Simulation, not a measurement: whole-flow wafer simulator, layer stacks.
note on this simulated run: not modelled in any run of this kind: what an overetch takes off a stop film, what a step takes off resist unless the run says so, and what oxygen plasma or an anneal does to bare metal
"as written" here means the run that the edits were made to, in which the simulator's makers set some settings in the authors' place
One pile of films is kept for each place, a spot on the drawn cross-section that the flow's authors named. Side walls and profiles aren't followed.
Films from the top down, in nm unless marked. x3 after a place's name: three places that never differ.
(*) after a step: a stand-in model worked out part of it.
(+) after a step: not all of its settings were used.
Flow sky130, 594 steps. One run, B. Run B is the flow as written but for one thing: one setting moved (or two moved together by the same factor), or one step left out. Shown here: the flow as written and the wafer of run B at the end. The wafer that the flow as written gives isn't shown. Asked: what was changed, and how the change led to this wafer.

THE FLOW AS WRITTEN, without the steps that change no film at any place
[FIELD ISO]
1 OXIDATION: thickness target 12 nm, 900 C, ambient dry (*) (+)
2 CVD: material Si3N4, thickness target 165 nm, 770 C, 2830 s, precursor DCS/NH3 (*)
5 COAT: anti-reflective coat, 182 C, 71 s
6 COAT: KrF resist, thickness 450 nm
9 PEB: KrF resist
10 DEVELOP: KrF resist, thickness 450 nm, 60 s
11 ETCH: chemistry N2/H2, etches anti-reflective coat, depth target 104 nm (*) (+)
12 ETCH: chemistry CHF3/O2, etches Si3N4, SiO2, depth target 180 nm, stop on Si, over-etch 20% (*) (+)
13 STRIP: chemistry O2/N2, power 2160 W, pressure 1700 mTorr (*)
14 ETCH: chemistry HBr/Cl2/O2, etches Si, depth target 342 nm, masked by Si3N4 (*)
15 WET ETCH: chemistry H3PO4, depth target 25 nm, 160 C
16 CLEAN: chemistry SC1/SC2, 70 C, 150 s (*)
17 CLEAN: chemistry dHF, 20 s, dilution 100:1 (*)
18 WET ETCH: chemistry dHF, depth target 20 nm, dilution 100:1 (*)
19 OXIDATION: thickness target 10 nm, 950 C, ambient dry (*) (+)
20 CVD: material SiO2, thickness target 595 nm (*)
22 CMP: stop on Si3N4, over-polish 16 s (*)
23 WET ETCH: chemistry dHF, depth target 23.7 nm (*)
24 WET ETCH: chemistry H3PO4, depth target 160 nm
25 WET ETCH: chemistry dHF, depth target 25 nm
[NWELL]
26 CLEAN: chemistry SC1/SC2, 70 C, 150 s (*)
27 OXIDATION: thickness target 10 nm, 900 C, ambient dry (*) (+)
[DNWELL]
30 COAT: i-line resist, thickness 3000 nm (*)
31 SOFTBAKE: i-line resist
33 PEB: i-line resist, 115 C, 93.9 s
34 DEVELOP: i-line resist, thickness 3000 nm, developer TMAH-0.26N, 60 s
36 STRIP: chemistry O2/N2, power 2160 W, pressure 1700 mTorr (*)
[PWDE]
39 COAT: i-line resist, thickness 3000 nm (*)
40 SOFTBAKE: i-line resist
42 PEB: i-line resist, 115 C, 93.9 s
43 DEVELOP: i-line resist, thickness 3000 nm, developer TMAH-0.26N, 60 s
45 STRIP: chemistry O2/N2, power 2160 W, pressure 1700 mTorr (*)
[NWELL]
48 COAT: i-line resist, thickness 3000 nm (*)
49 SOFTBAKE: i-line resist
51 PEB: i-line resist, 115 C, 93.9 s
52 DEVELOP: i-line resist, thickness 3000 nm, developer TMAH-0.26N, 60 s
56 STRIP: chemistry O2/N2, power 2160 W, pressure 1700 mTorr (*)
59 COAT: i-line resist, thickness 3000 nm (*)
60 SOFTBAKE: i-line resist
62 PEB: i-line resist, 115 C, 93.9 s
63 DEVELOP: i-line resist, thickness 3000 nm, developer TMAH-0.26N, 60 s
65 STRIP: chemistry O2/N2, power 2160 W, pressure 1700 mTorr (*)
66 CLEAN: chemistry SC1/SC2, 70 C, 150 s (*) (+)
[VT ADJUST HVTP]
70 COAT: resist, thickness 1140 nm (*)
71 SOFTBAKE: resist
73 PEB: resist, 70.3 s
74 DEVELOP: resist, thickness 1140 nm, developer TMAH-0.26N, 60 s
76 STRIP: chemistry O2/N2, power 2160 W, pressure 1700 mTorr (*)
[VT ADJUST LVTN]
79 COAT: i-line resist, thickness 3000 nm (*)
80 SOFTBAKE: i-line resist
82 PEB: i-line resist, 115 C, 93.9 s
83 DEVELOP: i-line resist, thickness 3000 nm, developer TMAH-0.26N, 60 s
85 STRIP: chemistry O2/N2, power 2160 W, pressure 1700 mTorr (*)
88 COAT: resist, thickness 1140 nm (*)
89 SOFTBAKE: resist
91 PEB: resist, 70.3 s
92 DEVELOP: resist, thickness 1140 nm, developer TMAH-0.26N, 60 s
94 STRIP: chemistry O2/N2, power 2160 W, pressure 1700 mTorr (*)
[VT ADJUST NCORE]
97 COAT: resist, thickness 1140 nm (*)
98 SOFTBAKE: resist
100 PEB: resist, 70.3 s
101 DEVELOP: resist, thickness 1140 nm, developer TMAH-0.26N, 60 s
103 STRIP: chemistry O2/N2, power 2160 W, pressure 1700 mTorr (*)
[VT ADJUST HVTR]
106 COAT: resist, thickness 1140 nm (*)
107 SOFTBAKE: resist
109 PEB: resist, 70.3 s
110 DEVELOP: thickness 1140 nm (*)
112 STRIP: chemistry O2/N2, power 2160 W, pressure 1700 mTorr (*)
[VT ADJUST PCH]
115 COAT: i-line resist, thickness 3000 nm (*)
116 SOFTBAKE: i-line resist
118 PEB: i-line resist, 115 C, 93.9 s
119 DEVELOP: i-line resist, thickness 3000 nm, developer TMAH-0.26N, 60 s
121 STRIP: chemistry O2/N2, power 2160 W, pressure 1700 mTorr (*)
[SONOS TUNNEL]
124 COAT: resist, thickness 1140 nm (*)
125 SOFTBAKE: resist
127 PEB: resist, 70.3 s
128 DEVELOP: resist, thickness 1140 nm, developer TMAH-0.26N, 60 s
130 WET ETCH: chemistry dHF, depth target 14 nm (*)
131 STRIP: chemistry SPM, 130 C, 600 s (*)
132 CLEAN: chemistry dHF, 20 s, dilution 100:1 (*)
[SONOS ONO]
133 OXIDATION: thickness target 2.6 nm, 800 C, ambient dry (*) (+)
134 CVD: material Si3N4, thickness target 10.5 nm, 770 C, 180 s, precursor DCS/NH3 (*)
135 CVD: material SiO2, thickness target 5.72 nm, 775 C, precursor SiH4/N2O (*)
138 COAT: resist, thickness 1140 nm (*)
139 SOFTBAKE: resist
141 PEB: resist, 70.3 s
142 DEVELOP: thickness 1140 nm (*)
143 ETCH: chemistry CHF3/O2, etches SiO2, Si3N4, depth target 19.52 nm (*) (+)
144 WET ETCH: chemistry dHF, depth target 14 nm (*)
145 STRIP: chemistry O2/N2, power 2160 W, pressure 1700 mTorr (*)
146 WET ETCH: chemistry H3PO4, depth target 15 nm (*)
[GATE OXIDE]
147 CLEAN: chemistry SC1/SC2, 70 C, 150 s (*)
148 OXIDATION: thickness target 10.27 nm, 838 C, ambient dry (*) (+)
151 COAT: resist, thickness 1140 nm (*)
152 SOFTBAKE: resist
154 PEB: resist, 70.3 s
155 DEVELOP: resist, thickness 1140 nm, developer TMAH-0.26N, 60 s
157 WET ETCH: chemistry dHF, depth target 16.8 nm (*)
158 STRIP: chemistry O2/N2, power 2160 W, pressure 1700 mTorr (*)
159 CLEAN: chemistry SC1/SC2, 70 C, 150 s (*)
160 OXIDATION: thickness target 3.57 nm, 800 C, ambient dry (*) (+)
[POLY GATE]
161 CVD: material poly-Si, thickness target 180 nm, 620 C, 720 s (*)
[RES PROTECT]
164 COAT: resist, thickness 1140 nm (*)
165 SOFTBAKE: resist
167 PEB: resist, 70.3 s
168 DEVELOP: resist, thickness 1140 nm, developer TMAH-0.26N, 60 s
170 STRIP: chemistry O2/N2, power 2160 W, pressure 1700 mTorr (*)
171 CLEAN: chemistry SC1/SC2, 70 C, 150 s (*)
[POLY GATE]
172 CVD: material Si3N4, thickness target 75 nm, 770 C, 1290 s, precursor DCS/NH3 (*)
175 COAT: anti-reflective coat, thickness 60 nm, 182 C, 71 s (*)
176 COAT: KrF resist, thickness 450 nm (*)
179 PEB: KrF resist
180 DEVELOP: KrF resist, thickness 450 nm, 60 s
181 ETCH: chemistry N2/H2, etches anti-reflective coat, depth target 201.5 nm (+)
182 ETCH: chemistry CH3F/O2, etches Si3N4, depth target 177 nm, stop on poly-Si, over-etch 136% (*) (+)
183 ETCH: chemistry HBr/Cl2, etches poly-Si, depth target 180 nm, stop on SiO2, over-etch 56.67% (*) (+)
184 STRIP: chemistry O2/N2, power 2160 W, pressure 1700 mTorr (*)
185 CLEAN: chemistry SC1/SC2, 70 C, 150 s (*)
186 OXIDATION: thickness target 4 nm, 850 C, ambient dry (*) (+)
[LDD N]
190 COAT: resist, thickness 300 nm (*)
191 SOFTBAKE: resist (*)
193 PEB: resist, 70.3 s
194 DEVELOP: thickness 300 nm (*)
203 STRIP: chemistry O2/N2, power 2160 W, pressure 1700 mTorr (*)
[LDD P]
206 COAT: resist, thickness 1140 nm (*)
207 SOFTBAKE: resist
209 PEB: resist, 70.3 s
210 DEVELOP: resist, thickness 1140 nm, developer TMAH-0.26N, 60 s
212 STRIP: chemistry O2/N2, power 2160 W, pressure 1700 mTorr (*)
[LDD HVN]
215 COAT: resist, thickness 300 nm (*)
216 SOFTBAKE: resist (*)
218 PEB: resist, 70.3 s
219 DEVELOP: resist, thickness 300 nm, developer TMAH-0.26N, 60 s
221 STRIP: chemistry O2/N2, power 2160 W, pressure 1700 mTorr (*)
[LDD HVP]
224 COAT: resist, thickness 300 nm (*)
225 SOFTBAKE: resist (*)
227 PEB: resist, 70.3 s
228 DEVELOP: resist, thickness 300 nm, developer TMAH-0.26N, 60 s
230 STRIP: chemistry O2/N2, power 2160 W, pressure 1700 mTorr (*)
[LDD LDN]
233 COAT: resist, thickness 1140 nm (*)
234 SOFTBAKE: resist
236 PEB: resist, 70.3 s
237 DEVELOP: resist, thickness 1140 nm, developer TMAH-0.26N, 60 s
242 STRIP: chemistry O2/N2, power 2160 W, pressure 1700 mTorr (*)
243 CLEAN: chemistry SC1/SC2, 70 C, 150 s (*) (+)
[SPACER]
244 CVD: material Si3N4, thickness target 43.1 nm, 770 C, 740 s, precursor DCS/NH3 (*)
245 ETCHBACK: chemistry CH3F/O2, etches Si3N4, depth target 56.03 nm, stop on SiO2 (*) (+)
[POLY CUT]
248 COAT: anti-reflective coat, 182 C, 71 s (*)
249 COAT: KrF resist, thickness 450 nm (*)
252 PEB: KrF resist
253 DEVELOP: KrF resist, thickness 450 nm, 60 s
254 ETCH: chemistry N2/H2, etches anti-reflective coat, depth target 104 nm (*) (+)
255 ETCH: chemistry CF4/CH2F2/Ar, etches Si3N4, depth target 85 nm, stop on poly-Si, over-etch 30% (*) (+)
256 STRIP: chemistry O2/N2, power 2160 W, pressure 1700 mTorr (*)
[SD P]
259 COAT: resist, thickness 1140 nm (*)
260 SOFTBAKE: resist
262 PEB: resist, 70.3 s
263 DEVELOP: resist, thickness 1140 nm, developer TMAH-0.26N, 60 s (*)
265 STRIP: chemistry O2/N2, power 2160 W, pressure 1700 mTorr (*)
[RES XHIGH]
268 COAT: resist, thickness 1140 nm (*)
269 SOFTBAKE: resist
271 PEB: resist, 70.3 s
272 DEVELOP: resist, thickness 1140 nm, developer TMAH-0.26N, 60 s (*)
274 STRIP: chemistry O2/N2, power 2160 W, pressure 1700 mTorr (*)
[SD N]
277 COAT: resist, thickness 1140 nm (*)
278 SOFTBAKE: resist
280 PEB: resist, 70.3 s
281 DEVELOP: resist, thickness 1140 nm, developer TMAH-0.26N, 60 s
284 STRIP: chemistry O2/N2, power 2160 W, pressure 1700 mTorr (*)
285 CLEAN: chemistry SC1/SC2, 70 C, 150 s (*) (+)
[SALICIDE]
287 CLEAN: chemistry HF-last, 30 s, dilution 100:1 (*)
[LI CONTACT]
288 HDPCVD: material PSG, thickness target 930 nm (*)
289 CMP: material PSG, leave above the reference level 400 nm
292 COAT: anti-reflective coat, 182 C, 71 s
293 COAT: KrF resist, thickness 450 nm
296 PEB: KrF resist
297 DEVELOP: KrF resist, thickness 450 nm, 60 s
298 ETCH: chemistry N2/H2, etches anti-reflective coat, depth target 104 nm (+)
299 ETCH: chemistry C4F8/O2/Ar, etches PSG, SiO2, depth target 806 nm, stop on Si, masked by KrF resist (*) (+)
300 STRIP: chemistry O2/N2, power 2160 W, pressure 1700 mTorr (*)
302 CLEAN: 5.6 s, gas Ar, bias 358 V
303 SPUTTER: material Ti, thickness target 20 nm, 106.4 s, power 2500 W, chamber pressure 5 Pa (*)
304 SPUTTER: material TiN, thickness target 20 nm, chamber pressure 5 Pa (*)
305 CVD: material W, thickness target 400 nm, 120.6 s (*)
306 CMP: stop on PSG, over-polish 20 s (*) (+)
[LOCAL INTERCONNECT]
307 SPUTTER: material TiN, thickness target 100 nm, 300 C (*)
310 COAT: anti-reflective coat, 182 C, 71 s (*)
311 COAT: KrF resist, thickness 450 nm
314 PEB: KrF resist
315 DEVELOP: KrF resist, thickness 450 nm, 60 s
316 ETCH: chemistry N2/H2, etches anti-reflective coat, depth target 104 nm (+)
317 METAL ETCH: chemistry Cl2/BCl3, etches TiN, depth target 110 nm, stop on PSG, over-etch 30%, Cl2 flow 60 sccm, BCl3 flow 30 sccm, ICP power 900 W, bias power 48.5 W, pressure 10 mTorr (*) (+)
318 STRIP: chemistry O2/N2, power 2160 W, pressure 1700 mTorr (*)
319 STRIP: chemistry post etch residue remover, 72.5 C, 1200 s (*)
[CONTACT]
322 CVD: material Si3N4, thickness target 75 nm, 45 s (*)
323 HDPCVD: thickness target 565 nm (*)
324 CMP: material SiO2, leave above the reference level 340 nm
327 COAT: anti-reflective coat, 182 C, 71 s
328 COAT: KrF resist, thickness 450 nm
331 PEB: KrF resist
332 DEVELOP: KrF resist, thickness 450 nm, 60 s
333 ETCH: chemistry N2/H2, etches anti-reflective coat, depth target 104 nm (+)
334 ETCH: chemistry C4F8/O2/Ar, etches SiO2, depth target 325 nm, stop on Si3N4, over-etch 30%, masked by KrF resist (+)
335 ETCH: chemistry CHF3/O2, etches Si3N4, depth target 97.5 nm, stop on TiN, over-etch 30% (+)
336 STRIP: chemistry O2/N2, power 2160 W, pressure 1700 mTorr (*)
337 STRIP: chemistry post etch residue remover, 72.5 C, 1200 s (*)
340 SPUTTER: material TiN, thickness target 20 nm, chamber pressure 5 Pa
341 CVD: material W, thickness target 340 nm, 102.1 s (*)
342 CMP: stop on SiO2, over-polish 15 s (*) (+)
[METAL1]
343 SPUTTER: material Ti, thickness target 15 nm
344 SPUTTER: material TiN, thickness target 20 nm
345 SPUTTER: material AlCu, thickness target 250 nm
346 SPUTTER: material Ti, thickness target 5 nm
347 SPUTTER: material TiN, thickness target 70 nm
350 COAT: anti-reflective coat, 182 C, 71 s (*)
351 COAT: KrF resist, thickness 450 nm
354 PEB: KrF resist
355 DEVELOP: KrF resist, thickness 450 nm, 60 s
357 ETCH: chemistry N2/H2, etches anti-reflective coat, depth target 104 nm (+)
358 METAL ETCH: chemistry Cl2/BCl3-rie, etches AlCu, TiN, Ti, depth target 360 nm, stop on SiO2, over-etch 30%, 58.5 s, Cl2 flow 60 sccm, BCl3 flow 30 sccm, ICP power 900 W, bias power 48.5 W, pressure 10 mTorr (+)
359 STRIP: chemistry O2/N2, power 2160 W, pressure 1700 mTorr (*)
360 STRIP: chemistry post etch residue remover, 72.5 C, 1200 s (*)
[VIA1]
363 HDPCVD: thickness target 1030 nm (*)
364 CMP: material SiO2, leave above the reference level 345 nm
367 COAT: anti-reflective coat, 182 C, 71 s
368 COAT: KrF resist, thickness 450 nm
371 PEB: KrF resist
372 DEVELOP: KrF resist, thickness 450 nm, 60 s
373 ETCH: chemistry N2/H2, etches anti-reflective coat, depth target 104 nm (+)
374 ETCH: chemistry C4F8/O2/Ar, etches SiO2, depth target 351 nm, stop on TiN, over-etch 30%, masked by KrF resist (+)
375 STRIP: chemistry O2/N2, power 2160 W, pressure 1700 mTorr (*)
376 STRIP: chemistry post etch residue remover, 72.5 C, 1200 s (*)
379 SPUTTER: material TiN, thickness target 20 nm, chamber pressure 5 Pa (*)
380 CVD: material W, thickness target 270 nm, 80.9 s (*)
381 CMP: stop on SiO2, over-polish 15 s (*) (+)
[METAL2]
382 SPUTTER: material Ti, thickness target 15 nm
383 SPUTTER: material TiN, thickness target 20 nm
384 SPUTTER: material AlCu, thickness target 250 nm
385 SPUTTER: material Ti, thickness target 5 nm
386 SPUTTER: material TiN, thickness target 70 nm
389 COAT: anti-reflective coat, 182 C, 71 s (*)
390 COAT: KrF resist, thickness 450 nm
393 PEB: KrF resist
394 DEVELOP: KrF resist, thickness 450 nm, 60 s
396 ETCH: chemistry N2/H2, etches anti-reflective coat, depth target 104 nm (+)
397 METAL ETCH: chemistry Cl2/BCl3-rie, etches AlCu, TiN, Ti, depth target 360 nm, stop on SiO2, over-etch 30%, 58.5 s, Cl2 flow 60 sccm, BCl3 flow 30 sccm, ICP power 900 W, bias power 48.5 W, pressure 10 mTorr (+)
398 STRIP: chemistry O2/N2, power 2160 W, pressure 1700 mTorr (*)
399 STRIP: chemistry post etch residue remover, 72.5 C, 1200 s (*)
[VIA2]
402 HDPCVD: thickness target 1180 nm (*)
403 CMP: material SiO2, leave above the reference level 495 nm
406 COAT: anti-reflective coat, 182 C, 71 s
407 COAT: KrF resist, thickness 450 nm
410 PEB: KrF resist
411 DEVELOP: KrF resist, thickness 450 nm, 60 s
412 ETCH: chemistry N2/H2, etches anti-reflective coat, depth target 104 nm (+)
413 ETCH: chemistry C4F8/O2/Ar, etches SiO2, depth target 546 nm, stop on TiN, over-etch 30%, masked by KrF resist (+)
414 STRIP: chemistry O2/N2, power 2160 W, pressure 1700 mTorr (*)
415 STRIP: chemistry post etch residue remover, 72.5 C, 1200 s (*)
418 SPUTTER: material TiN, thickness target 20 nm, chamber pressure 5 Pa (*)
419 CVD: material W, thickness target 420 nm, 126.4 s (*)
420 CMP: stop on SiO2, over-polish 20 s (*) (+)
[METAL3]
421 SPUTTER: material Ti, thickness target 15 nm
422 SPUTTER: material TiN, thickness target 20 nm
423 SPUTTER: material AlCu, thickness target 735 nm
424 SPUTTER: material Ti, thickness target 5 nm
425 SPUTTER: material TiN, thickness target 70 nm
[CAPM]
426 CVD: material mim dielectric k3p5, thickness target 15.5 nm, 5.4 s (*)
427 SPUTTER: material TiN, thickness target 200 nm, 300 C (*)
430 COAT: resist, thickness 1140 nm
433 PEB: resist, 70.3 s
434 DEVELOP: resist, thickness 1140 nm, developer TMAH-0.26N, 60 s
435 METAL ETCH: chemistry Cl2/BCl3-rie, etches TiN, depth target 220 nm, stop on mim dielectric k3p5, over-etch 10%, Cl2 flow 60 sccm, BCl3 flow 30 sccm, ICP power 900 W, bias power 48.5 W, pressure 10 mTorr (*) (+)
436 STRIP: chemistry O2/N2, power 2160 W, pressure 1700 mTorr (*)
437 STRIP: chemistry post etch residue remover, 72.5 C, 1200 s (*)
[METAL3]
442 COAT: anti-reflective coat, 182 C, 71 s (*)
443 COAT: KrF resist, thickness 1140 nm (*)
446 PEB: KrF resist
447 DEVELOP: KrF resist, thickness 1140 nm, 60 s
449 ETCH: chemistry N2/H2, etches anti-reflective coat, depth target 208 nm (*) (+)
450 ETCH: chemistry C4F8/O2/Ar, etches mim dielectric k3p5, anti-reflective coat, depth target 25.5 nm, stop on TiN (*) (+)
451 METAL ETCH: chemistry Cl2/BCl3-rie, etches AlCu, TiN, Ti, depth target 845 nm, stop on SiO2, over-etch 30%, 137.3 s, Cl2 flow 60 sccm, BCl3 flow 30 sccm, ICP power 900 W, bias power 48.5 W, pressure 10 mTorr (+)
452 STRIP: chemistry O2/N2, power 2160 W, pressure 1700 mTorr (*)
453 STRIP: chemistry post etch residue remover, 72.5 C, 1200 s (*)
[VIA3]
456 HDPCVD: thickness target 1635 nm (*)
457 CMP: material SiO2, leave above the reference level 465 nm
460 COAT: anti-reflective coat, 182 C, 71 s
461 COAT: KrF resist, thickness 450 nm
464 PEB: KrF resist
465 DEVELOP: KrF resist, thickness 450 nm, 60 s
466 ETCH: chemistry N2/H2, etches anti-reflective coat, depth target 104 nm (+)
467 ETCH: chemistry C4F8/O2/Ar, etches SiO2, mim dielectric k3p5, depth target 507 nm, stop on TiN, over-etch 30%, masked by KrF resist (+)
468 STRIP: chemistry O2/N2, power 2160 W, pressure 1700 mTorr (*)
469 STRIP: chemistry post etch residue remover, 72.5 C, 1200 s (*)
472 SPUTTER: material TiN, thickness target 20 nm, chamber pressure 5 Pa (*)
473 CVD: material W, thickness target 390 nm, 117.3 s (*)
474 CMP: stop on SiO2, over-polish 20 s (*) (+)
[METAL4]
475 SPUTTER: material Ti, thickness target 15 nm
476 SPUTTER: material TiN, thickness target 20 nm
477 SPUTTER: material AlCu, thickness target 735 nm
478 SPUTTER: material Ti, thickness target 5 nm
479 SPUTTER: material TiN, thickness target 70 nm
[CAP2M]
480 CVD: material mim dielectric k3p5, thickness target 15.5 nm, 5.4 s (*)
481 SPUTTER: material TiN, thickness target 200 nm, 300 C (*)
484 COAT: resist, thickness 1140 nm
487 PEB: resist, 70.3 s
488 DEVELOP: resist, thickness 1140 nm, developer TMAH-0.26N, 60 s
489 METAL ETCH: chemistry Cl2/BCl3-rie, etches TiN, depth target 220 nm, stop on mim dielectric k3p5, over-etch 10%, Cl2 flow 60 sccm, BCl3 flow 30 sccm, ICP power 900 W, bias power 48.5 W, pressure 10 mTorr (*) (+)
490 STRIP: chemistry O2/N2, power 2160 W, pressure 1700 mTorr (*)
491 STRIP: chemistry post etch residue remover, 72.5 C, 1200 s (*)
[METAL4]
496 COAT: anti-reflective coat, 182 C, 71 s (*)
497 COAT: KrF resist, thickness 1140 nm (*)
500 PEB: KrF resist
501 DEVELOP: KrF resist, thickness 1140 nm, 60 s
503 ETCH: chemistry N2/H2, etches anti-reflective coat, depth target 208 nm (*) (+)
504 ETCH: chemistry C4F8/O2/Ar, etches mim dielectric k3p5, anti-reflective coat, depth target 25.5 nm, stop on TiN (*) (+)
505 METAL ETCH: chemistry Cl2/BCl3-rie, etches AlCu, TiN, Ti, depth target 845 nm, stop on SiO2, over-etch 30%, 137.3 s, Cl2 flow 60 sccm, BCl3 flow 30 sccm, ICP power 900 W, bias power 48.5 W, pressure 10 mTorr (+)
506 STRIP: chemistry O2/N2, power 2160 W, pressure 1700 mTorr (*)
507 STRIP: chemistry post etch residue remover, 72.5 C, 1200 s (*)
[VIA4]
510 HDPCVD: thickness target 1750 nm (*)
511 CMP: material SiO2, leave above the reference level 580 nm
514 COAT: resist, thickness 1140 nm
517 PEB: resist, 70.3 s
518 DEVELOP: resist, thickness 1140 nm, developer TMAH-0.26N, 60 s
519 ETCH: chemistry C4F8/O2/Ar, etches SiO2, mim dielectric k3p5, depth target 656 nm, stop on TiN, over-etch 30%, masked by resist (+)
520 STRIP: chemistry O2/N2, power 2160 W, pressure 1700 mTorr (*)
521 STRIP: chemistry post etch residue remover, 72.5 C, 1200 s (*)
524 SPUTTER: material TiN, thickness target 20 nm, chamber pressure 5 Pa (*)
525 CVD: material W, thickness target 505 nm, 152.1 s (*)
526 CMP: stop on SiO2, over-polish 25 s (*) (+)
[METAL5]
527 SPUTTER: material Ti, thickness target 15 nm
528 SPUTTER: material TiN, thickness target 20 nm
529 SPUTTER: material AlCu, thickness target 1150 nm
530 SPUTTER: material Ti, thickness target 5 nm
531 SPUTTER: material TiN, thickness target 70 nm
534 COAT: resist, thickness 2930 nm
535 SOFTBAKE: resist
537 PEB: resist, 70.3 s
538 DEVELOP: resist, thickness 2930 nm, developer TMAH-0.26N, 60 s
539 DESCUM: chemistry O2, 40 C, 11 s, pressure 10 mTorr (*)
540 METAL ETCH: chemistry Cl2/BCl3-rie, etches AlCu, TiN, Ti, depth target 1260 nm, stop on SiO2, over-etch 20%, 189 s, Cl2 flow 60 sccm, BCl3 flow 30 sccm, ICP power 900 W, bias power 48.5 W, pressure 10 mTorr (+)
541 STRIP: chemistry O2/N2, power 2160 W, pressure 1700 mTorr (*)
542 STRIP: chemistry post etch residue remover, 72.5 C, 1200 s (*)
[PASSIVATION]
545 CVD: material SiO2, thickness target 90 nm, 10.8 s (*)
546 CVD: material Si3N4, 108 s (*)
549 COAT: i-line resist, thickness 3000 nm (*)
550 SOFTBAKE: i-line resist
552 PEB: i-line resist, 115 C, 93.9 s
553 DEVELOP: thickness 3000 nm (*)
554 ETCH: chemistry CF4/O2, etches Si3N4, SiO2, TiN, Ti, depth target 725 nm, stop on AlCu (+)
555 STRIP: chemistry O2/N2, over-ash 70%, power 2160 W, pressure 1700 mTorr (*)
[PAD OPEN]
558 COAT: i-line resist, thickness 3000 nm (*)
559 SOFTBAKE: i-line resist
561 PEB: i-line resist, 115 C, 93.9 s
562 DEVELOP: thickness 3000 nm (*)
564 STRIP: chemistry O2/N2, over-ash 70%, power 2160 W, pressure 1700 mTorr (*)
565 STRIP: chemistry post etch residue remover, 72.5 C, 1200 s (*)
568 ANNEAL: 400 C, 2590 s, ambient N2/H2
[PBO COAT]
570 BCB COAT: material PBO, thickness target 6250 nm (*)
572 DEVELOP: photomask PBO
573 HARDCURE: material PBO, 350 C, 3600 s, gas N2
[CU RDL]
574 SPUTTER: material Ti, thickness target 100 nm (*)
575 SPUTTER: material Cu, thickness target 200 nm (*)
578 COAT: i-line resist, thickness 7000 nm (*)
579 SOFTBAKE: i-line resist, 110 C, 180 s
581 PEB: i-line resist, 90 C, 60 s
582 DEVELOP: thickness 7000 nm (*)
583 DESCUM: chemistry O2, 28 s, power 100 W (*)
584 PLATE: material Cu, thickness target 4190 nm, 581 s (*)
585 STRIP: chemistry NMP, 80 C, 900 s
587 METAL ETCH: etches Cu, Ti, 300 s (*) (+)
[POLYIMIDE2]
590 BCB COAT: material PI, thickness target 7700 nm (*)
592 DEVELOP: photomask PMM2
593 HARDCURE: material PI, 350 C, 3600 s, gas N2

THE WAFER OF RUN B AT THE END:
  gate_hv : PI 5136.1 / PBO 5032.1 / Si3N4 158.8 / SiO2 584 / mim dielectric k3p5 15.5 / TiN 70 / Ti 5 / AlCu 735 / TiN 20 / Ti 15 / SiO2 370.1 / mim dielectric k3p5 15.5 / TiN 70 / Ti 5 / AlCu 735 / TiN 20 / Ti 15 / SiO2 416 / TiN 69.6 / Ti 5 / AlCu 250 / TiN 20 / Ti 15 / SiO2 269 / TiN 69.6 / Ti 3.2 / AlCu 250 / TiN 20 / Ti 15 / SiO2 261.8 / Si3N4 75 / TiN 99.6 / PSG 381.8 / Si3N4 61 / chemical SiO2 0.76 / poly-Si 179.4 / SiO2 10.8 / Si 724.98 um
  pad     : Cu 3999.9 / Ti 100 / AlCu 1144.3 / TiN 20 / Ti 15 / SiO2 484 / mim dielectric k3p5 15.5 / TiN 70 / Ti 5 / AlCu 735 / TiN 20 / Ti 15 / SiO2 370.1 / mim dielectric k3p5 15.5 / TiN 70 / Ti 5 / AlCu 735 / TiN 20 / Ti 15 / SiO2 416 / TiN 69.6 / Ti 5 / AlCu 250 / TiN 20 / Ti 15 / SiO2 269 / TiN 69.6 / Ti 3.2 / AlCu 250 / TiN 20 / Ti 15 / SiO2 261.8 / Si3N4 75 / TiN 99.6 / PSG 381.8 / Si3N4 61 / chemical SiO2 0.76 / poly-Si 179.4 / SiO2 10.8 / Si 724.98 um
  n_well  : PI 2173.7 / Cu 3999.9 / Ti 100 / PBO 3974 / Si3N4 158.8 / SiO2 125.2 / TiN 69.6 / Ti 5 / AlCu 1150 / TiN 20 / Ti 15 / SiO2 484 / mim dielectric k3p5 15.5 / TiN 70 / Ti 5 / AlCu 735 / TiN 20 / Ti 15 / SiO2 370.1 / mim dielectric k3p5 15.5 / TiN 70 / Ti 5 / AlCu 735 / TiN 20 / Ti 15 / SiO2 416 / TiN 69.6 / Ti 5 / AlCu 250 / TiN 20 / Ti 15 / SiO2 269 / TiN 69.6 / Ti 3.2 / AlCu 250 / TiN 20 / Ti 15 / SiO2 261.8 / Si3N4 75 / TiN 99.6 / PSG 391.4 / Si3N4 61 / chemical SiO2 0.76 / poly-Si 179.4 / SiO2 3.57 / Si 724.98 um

The cause: step 346, SPUTTER: thickness target 3.2 nm was run, where the flow has thickness target 5 nm.
It can be read off the wafer: gate_hv has Ti 3.2, and step 346 as written asks for 5 nm.

How the change led to this, step by step:
  346 SPUTTER: material Ti, thickness target 5 nm
      field, active, n_well and 188 more: Ti +3.2 (new film) (as written it would be: Ti +5 (new film))
  358 METAL ETCH: chemistry Cl2/BCl3-rie, etches AlCu, TiN, Ti, depth target 360 nm, stop on SiO2, over-etch 30%, 58.5 s, Cl2 flow 60 sccm, BCl3 flow 30 sccm, ICP power 900 W, bias power 48.5 W, pressure 10 mTorr (+)
      field, active, gate and 81 more: TiN -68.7 (all of it), Ti -3.2 (all of it), AlCu -250 (all of it), TiN -20 (all of it), Ti -15 (all of it), SiO2 -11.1 (as written it would be: TiN -68.7 (all of it), Ti -5 (all of it), AlCu -250 (all of it), TiN -20 (all of it), Ti -15 (all of it), SiO2 -10.9)
